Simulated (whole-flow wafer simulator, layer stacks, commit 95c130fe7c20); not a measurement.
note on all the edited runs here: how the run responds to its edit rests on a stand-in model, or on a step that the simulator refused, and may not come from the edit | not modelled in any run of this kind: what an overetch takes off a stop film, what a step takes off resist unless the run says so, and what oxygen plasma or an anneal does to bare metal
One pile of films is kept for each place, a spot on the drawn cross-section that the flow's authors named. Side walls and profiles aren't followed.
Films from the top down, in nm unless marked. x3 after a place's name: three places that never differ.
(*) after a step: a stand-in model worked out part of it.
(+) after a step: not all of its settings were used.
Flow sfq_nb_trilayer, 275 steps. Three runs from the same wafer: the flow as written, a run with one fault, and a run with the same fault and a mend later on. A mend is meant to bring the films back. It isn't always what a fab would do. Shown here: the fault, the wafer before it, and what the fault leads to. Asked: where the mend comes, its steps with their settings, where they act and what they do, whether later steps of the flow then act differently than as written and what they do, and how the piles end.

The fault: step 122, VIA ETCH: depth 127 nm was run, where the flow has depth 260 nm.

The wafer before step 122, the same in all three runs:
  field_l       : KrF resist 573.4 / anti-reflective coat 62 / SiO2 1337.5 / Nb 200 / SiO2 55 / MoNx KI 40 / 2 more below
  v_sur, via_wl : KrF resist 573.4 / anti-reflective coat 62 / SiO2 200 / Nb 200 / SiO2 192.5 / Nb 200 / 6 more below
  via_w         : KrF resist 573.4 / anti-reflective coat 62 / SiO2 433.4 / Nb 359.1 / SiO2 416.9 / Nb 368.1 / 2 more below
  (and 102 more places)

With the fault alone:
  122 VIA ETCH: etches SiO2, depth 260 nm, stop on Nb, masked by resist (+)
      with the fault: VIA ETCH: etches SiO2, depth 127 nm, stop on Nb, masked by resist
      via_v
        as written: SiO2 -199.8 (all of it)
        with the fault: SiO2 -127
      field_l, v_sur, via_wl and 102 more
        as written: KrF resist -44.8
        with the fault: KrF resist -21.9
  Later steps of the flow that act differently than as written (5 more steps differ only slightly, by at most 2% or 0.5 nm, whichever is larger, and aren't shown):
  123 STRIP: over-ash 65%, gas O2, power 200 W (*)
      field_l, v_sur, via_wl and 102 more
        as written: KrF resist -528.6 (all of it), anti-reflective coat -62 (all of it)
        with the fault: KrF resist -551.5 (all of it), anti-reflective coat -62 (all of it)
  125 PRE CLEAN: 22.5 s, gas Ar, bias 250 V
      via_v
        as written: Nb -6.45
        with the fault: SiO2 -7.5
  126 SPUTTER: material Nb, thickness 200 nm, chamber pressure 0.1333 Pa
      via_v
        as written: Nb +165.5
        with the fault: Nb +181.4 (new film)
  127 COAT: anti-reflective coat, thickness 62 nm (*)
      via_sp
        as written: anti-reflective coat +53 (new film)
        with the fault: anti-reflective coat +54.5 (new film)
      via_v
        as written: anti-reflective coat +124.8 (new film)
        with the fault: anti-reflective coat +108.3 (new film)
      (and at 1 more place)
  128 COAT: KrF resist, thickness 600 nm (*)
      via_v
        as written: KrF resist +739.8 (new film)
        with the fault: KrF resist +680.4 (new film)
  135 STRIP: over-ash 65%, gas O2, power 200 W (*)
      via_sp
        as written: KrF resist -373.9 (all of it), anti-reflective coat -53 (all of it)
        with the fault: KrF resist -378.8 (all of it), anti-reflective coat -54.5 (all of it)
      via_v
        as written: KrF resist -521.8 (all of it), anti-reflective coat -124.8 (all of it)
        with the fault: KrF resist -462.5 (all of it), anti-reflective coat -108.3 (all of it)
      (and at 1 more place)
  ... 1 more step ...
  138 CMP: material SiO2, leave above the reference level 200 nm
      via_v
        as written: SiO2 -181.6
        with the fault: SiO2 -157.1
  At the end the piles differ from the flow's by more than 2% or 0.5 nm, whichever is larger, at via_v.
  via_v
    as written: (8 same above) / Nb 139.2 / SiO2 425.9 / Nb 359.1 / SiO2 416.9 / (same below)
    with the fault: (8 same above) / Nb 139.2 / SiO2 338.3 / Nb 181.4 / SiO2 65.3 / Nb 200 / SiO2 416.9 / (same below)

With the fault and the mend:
  The mend comes after step 123.
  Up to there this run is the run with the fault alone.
  123a COAT: anti-reflective coat, thickness 62 nm (*) (the flow's step 115 once more)
      p4_fl x3, p4_w1 x9, p4_g1 x2 and 63 more
        anti-reflective coat +62 (new film)
      be_r, r_sur, res, r_end, moat, field_r, lsp_l, ln_m5
        anti-reflective coat +61.8 (new film)
      lsp_m, ln_m6, lsp_r, l0_sur, l0v
        anti-reflective coat +61.9 (new film)
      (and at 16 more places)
  123b COAT: KrF resist, thickness 650 nm (*) (the flow's step 116 once more)
      p4_fl x3, p4_w1 x9, p4_g1 x2 and 63 more
        KrF resist +650 (new film)
      moat, field_r, lsp_l and 6 more
        KrF resist +649.7 (new film)
      v_sur, gap
        KrF resist +648.5 (new film)
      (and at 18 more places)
  123c SOFTBAKE: KrF resist (the flow's step 117 once more)
      changes no film at any place that is followed
  123d EXPOSE: photomask I3, dose 11.91 mJ/cm2, NA 0.6, wavelength 248 nm (*) (the flow's step 118 once more)
      changes no film at any place that is followed
  123e PEB: KrF resist, 90 s (the flow's step 119 once more)
      wire, ce_l, c5j and 92 more
        KrF resist -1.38
      field_l, v_sur, via_wl and 7 more
        KrF resist -1.37
      via_v
        KrF resist -1.56
  123f DEVELOP: KrF resist, thickness 650 nm, 60 s (the flow's step 120 once more)
      field_l, v_sur, via_wl and 102 more
        KrF resist -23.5
      via_v
        KrF resist -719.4 (all of it)
  123g VIA ETCH: etches anti-reflective coat, depth 125 nm, masked by resist (+) (the flow's step 121 once more)
      field_l, v_sur, via_wl and 102 more
        KrF resist -69.4
      via_v
        anti-reflective coat -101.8 (all of it), SiO2 -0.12
  123h VIA ETCH: etches SiO2, depth 133 nm, stop on Nb, masked by resist (+) (the flow's step 122 once more, with other settings)
      field_l, v_sur, via_wl and 102 more
        KrF resist -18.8
      via_v
        SiO2 -72.7 (all of it)
  123i STRIP: over-ash 65%, gas O2, power 200 W (*) (the flow's step 123 once more)
      p4_fl x3, p4_w1 x9, p4_g1 x2 and 63 more
        KrF resist -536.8 (all of it), anti-reflective coat -62 (all of it)
      lsp_m, ln_m6, lsp_r, l0_sur, l0v
        KrF resist -536.6 (all of it), anti-reflective coat -61.9 (all of it)
      r_end, moat, field_r, lsp_l
        KrF resist -536.5 (all of it), anti-reflective coat -61.8 (all of it)
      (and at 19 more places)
  No later step of the flow acts differently than as written at any place that is followed.
  At the end the piles are the same as the flow's at every place that both follow.
